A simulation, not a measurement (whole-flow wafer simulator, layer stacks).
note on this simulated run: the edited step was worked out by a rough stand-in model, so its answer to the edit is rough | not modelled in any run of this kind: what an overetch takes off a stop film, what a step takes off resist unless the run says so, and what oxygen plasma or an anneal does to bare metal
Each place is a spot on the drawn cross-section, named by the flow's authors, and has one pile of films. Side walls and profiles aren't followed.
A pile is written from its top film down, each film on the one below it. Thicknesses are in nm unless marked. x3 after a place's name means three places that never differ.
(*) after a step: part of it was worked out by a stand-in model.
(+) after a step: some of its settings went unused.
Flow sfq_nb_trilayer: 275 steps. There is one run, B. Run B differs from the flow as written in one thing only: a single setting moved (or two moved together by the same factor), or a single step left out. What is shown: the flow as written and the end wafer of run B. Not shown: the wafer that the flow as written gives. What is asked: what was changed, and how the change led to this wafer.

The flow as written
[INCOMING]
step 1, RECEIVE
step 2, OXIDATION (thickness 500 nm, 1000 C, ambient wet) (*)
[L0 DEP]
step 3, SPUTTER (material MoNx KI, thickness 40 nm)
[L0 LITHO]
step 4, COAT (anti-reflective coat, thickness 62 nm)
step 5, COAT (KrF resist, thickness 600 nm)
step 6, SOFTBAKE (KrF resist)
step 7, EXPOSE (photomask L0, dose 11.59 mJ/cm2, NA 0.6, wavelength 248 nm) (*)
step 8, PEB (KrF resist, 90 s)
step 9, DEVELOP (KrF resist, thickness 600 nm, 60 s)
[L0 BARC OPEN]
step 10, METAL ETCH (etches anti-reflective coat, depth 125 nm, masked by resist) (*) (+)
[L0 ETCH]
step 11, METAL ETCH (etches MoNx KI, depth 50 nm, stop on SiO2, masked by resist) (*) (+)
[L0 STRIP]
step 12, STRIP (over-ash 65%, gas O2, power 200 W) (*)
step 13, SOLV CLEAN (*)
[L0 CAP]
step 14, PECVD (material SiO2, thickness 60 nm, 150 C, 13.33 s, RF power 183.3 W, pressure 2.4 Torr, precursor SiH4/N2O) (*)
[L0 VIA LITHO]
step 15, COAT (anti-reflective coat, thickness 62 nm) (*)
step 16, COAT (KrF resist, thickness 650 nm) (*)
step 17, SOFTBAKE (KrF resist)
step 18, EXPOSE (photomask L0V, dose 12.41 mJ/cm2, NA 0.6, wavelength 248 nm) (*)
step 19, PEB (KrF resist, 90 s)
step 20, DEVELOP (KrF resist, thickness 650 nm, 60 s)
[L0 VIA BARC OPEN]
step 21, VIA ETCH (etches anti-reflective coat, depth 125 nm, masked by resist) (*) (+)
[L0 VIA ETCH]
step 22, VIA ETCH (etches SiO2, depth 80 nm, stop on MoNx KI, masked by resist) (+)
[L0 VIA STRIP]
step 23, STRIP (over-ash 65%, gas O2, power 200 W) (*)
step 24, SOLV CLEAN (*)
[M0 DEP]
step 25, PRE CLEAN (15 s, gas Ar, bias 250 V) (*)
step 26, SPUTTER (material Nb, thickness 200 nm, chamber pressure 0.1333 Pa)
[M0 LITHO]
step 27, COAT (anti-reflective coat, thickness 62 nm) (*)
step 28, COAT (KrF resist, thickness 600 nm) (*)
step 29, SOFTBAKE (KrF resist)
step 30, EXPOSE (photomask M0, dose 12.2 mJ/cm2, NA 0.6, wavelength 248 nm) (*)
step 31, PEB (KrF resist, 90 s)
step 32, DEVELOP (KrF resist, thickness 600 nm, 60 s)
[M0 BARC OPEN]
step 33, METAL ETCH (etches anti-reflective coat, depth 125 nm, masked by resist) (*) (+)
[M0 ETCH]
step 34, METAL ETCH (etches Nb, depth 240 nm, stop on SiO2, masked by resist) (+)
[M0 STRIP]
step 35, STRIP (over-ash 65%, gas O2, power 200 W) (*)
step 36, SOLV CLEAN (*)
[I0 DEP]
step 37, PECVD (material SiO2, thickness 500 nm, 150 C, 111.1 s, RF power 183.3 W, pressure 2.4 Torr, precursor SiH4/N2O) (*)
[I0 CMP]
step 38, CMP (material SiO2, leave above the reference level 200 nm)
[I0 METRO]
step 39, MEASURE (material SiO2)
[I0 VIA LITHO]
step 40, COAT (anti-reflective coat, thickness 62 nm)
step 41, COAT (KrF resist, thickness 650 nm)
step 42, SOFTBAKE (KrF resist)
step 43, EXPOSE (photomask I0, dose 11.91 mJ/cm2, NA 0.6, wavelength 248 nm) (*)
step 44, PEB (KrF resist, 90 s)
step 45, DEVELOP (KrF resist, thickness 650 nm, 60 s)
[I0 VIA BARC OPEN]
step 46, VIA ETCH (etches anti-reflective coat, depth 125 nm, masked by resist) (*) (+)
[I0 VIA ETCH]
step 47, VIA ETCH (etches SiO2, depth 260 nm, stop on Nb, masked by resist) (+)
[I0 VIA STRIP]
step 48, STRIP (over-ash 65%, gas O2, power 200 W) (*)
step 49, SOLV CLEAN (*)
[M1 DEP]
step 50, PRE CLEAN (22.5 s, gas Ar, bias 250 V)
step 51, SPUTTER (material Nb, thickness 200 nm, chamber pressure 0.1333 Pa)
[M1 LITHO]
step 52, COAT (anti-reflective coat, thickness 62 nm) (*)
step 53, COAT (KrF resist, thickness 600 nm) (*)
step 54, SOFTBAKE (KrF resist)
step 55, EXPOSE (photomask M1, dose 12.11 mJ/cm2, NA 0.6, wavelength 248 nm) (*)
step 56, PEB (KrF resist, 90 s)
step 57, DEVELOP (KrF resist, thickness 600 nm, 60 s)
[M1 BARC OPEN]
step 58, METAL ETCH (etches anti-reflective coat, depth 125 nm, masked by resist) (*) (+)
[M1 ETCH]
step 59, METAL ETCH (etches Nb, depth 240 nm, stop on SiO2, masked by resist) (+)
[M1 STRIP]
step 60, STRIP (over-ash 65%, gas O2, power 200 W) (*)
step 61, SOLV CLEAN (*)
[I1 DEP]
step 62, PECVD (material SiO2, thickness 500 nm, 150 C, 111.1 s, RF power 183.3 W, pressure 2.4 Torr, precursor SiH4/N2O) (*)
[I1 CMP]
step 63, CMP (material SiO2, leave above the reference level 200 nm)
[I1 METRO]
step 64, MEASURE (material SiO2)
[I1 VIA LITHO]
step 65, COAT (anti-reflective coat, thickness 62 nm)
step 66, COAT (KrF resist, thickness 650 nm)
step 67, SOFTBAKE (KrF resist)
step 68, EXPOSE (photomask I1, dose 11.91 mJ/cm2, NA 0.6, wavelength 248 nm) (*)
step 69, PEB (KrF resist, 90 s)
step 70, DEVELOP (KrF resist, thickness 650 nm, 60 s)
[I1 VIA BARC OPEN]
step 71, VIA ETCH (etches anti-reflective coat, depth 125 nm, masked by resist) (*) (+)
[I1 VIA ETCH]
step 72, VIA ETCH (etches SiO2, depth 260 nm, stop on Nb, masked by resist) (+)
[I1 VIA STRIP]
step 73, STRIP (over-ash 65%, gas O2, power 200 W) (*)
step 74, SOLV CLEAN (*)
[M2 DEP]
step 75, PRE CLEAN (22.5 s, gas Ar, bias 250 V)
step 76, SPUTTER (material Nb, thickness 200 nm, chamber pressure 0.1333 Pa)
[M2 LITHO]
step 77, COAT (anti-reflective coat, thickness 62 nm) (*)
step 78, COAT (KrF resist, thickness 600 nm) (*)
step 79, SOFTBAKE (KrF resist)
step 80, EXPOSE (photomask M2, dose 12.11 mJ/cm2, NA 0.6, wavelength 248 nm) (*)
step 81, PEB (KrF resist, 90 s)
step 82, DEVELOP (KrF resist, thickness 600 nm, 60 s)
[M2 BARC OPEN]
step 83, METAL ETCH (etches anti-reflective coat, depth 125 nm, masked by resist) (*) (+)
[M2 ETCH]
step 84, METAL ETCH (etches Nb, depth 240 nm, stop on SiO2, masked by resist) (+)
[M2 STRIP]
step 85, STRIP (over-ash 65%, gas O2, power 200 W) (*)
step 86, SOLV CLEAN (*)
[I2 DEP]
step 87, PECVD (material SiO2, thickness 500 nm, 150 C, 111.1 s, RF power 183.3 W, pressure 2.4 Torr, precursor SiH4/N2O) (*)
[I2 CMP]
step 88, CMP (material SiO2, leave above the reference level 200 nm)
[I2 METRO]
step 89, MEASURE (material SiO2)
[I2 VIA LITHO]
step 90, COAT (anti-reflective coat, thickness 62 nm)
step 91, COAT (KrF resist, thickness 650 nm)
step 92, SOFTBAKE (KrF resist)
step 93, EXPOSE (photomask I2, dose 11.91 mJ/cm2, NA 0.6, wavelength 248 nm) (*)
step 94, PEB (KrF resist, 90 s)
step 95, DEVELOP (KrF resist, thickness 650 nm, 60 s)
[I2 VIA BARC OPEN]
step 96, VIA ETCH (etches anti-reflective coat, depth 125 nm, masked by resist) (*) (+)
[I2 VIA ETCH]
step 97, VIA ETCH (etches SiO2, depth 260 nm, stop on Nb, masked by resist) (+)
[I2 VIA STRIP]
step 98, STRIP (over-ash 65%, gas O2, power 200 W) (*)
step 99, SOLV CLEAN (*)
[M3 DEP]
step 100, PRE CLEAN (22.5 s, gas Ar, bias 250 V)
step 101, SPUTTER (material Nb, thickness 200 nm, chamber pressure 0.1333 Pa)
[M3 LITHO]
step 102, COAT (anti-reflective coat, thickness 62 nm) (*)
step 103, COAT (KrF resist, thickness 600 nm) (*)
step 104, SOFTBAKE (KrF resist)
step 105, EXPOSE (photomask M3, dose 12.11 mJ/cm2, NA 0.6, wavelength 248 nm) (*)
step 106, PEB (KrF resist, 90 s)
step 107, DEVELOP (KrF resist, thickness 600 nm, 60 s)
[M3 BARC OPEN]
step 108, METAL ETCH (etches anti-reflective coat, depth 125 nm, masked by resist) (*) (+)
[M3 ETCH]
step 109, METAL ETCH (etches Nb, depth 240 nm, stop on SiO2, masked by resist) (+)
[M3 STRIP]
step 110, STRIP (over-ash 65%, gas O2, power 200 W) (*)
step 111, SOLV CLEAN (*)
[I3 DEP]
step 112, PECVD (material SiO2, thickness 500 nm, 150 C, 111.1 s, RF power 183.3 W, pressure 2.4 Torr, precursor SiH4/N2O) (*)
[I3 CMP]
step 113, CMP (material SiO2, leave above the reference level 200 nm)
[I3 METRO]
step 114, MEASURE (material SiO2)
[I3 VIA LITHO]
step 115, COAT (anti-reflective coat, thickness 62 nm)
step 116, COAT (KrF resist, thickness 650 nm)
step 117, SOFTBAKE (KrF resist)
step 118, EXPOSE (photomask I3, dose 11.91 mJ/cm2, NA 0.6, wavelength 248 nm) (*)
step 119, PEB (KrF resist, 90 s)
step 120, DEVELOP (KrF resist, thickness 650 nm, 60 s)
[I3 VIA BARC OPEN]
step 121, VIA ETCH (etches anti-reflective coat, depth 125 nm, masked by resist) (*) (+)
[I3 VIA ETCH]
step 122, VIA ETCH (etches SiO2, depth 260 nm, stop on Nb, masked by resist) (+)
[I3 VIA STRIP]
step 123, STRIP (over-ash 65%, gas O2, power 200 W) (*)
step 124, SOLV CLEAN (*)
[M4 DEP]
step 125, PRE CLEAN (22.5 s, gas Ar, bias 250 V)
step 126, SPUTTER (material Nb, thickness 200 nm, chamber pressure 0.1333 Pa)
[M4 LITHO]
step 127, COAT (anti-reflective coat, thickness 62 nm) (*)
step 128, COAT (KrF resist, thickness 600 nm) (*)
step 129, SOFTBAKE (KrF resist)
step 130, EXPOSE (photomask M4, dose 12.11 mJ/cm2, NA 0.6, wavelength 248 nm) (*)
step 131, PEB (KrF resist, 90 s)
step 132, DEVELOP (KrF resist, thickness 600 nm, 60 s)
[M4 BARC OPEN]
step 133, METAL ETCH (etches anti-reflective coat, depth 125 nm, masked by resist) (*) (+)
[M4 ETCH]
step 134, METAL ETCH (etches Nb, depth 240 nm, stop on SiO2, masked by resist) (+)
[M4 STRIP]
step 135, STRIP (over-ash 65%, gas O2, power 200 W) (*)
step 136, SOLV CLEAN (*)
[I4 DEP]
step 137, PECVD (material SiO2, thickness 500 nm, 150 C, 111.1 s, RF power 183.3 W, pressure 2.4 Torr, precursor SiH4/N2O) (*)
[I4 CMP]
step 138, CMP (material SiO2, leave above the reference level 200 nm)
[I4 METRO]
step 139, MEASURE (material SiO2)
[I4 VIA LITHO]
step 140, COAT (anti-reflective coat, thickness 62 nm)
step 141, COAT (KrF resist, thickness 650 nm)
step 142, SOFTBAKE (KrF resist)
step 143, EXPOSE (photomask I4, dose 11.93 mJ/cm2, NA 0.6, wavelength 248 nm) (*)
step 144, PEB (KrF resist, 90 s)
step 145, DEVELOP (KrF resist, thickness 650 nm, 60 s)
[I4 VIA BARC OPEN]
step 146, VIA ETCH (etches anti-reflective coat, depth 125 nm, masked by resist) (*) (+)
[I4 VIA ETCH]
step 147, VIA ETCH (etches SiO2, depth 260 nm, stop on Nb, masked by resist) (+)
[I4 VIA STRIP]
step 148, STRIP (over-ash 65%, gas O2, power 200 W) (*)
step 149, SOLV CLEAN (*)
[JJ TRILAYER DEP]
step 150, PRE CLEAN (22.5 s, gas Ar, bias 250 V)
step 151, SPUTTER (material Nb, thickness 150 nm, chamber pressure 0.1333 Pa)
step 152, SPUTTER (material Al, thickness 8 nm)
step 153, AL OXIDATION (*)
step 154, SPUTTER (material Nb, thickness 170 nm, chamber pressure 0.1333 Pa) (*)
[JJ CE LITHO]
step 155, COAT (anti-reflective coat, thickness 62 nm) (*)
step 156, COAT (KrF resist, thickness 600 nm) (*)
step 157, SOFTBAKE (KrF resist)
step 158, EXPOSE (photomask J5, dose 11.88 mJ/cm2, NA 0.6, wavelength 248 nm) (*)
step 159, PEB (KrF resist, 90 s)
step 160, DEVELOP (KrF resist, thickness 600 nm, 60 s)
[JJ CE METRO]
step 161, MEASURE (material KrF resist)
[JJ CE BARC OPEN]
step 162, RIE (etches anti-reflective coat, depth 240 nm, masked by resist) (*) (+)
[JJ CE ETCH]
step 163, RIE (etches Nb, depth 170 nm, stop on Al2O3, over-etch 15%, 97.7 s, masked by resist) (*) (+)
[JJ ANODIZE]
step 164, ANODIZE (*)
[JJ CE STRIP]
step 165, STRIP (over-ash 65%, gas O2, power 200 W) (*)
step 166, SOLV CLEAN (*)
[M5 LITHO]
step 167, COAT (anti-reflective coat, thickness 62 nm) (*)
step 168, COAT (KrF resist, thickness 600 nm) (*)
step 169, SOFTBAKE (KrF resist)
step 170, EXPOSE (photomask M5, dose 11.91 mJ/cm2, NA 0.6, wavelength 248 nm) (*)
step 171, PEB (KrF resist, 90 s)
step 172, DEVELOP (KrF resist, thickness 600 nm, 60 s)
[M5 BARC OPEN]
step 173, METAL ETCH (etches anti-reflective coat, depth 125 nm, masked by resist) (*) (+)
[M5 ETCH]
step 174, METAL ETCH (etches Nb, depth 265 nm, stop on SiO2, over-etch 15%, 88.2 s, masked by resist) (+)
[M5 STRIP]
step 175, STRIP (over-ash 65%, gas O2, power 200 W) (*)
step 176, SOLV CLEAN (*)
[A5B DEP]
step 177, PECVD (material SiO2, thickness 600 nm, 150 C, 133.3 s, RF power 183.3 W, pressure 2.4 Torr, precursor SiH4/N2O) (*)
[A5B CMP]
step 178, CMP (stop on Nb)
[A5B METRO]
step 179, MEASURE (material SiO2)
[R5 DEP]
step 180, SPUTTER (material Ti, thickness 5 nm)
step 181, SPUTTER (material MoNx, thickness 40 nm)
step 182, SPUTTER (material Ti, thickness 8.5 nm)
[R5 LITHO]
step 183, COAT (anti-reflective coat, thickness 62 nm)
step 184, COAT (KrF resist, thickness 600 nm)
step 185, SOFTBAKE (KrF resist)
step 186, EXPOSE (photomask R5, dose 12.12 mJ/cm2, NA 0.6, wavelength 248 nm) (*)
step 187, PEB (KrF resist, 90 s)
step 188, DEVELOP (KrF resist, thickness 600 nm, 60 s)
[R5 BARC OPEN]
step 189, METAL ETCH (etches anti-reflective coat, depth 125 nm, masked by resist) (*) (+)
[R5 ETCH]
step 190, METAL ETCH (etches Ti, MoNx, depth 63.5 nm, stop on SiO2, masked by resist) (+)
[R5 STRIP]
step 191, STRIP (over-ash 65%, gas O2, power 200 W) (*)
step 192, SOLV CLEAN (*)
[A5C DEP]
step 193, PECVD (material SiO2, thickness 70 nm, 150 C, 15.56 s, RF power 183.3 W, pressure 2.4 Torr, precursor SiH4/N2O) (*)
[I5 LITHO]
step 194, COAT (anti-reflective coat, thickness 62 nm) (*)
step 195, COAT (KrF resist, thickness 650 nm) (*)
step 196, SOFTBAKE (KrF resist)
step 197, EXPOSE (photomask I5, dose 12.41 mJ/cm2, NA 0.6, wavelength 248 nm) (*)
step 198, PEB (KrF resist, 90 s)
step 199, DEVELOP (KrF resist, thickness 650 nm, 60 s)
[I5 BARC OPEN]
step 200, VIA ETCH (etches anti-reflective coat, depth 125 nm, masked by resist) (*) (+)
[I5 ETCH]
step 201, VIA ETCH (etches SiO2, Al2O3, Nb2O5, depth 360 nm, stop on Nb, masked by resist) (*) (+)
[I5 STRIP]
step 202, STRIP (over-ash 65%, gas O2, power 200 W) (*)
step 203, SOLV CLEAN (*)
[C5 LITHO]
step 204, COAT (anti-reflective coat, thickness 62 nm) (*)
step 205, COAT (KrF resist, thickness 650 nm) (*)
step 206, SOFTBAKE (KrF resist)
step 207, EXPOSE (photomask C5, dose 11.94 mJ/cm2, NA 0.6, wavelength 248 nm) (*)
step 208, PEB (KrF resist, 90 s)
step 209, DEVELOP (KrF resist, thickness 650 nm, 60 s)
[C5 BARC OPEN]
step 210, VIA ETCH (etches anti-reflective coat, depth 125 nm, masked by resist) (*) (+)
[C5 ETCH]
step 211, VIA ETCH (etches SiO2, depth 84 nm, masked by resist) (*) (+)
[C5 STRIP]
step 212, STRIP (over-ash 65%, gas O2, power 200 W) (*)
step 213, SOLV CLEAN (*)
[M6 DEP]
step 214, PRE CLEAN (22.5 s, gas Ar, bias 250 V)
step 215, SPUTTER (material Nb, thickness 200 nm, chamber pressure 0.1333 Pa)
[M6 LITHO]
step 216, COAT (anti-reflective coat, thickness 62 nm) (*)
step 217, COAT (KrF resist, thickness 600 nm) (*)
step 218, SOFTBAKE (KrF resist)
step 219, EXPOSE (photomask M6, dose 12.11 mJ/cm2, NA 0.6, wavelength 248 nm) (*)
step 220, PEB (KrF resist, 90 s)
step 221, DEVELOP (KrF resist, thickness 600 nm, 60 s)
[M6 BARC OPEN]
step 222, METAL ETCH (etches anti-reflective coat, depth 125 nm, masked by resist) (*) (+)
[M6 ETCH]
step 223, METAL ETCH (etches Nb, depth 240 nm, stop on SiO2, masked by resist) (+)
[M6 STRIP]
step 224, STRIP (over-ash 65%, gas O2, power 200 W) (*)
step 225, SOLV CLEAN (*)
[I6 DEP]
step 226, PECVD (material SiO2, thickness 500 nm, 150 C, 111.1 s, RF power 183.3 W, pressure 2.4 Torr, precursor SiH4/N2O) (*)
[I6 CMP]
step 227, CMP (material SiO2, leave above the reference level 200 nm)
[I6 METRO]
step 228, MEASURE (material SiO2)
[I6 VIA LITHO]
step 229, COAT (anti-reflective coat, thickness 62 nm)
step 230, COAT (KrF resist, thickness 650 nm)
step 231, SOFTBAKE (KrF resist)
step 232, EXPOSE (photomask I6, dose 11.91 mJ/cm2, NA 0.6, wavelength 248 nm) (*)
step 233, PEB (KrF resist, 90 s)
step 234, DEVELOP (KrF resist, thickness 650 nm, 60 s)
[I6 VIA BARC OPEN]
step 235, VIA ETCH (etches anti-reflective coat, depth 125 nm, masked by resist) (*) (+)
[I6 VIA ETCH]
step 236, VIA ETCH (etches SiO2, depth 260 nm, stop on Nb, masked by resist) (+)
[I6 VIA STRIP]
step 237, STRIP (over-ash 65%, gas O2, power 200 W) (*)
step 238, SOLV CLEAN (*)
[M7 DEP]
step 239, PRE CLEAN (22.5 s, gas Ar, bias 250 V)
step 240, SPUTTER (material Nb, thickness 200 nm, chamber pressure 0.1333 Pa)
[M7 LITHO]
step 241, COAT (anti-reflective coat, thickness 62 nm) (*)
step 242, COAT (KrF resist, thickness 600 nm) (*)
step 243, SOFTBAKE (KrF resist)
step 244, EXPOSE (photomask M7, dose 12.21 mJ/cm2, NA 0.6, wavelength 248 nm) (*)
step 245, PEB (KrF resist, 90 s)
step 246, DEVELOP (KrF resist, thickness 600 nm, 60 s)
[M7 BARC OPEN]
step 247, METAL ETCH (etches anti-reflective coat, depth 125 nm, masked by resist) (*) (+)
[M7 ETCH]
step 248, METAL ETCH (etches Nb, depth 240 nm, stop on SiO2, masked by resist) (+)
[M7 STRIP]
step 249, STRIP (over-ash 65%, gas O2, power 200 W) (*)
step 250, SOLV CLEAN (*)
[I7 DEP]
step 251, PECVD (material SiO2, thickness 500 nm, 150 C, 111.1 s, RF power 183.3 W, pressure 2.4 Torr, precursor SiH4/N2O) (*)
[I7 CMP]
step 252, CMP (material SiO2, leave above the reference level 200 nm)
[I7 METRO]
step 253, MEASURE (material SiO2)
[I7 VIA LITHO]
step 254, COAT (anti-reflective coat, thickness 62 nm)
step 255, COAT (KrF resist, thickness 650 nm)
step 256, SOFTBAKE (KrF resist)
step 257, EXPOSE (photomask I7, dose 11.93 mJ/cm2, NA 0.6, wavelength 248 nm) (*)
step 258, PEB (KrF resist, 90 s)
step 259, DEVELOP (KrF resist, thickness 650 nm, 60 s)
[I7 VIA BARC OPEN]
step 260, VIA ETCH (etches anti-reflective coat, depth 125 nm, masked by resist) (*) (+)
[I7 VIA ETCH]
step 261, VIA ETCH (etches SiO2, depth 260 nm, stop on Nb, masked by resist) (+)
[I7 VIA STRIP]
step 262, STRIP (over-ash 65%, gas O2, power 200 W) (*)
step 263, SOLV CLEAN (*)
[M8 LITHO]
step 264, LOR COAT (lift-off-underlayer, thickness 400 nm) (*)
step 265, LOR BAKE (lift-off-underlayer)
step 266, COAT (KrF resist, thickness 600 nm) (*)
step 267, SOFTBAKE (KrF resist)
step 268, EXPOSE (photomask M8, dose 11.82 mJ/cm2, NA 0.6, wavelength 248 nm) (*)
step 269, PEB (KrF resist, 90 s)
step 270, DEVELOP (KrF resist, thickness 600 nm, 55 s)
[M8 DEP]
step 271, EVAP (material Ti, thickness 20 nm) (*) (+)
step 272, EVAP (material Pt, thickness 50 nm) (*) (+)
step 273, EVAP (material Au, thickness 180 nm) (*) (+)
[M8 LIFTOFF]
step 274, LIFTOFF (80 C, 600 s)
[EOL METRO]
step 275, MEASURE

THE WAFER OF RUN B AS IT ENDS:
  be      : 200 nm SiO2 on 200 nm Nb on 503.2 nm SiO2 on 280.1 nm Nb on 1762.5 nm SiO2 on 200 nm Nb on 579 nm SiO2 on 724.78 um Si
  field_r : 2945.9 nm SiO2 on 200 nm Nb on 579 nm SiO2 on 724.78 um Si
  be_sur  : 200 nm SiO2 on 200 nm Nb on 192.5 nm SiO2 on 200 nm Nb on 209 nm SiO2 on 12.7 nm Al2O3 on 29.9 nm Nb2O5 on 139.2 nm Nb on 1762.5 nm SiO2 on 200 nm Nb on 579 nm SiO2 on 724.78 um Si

Cause: step 14, PECVD: thickness 84 nm was run, whereas the flow has thickness 60 nm; step 14, PECVD: 18.67 s was run, where the flow has 13.33 s.

How this came from the change, step by step:
  step 14, PECVD (material SiO2, thickness 60 nm, 150 C, 13.33 s, RF power 183.3 W, pressure 2.4 Torr, precursor SiH4/N2O) (*)
      v_sur, via_wl, via_w and 97 more: +84 SiO2 (it would be, as written: +60 SiO2)
      field_l, l0_sur, l0v, l0r_line_l, l0r_line_c, l0r_line_r: +84 SiO2 (new film) (it would be, as written: +60 SiO2 (new film))
  step 22, VIA ETCH (etches SiO2, depth 80 nm, stop on MoNx KI, masked by resist) (+)
      l0v: -80 SiO2 (it would be, as written: -59.8 SiO2 (all of it))
  step 25, PRE CLEAN (15 s, gas Ar, bias 250 V) (*)
      l0v: -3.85 SiO2 (all of it), -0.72 MoNx KI (it would be, as written: -2.91 MoNx KI)
  step 27, COAT (anti-reflective coat, thickness 62 nm) (*)
      l0_sur: +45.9 anti-reflective coat (new film) (it would be, as written: +47.5 anti-reflective coat (new film))
      l0v: +83.4 anti-reflective coat (new film) (it would be, as written: +78 anti-reflective coat (new film))
  step 28, COAT (KrF resist, thickness 600 nm) (*)
      l0v: +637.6 KrF resist (new film) (it would be, as written: +622.9 KrF resist (new film))
  step 35, STRIP (over-ash 65%, gas O2, power 200 W) (*)
      l0_sur: -369.6 KrF resist (all of it), -45.9 anti-reflective coat (all of it) (it would be, as written: -372 KrF resist (all of it), -47.5 anti-reflective coat (all of it))
      l0v: -419.9 KrF resist (all of it), -83.4 anti-reflective coat (all of it) (it would be, as written: -405.3 KrF resist (all of it), -78 anti-reflective coat (all of it))
  step 38, CMP (material SiO2, leave above the reference level 200 nm)
      l0v: -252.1 SiO2 (it would be, as written: -277.8 SiO2)
